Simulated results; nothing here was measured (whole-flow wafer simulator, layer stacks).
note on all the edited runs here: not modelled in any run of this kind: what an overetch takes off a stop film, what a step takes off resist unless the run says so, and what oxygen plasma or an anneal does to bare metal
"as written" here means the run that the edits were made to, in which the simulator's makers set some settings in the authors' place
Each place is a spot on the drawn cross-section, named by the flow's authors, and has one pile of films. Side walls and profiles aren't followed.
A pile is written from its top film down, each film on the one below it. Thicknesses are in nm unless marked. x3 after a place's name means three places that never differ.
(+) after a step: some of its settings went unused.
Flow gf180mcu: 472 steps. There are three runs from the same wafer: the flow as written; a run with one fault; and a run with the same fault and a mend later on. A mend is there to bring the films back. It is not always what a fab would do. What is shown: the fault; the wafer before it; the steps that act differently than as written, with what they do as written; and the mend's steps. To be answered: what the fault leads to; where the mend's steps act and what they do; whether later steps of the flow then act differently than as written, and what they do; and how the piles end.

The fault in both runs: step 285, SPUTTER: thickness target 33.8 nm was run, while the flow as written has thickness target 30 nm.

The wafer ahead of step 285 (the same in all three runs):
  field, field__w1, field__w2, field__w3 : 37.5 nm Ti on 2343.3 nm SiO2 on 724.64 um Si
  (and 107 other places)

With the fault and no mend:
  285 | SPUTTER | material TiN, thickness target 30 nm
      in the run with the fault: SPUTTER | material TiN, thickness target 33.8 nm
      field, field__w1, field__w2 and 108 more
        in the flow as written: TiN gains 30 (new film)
        in the run with the fault: TiN gains 33.8 (new film)
  Steps later in the flow that act otherwise than as written (1 more step, not shown, differs only slightly: by at most 2% or 0.5 nm, whichever is larger):
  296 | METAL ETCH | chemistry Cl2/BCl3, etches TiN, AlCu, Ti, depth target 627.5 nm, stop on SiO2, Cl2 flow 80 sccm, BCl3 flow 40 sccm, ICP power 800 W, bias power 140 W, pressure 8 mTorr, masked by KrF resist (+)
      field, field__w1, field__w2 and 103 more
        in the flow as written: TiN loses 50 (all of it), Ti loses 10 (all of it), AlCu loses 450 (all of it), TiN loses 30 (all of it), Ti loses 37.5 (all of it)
        in the run with the fault: TiN loses 50 (all of it), Ti loses 10 (all of it), AlCu loses 450 (all of it), TiN loses 33.8 (all of it), Ti loses 37.5 (all of it)
  The piles end different from the flow's at field__w8, contact, m1, m1__w1, m1_nw by more than 2% or 0.5 nm, whichever is larger.
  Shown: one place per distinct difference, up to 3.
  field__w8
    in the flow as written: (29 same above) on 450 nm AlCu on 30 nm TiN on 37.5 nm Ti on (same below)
    in the run with the fault: (29 same above) on 450 nm AlCu on 33.8 nm TiN on 37.5 nm Ti on (same below)
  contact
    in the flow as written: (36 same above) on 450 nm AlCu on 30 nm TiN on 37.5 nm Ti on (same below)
    in the run with the fault: (36 same above) on 450 nm AlCu on 33.8 nm TiN on 37.5 nm Ti on (same below)

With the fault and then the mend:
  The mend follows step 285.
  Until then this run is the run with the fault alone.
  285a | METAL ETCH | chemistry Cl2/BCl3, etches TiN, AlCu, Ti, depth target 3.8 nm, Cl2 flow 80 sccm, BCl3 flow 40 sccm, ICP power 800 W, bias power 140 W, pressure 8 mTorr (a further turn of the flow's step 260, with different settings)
      field, field__w1, field__w2 and 108 more
        TiN loses 3.8
  None of the later steps of the flow acts differently than as written at any place that is followed.
  The piles end the same as the flow's at every place that both follow.
